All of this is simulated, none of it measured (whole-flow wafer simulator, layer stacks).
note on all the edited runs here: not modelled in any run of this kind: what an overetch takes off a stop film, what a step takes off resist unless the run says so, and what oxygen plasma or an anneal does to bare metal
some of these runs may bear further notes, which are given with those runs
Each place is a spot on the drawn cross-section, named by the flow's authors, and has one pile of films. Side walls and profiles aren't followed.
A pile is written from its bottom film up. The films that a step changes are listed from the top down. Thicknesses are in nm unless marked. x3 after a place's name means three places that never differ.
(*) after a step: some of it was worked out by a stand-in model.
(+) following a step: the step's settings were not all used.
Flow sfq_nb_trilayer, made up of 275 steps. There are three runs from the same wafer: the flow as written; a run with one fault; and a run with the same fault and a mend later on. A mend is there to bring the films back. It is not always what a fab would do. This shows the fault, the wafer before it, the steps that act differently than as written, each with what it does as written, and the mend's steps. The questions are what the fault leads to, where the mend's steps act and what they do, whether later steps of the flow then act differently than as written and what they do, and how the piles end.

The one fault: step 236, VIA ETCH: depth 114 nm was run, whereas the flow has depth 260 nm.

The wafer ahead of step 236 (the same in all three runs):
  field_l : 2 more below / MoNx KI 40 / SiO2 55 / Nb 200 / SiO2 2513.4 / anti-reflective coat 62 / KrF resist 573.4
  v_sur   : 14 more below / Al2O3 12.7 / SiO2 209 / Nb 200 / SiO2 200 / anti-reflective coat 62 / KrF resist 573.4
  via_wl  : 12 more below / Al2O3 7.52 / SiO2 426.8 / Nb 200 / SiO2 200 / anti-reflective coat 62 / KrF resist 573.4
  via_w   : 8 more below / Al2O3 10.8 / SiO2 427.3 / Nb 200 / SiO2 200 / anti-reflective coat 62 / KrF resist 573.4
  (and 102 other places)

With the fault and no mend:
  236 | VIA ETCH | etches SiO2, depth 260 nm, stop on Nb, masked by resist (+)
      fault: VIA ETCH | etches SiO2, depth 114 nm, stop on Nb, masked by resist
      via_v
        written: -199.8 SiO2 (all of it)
        fault: -114 SiO2
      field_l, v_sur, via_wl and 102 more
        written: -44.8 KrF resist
        fault: -19.7 KrF resist
  Steps later in the flow that act otherwise than as written (3 more steps, not shown, differ only slightly: by at most 2% or 0.5 nm, whichever is larger):
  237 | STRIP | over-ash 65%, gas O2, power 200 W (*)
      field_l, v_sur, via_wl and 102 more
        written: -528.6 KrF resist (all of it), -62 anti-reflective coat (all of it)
        fault: -553.8 KrF resist (all of it), -62 anti-reflective coat (all of it)
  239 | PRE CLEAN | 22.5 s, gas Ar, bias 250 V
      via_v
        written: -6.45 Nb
        fault: -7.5 SiO2
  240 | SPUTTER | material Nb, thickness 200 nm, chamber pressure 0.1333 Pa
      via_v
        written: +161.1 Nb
        fault: +181.9 Nb (new film)
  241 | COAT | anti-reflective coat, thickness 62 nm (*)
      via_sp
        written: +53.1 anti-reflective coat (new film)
        fault: +54.8 anti-reflective coat (new film)
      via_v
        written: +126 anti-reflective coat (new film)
        fault: +106.1 anti-reflective coat (new film)
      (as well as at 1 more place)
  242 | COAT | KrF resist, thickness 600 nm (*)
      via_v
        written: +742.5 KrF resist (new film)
        fault: +671 KrF resist (new film)
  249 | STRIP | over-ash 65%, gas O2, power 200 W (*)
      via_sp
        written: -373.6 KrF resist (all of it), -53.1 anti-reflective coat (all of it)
        fault: -379.5 KrF resist (all of it), -54.8 anti-reflective coat (all of it)
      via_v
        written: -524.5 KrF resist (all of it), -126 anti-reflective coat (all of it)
        fault: -453.2 KrF resist (all of it), -106.1 anti-reflective coat (all of it)
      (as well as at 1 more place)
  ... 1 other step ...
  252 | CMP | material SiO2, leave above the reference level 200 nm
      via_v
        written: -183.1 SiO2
        fault: -167.8 SiO2
  The piles end different from the flow's at via_v by more than 2% or 0.5 nm, whichever is larger.
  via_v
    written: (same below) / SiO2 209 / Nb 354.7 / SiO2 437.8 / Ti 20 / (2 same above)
    fault: (same below) / SiO2 209 / Nb 200 / SiO2 78.3 / Nb 181.9 / SiO2 332.2 / Ti 20 / (2 same above)

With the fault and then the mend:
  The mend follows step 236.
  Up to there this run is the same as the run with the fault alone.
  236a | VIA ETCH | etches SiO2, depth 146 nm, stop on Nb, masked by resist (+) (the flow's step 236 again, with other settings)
      field_l, v_sur, via_wl and 102 more
        -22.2 KrF resist
      via_v
        -85.8 SiO2 (all of it)
  None of the later steps of the flow differs from how it acts as written, at any place that is followed, by more than 2% or 0.5 nm, whichever is larger.
  By the end, the piles equal the flow's at every place that both follow.
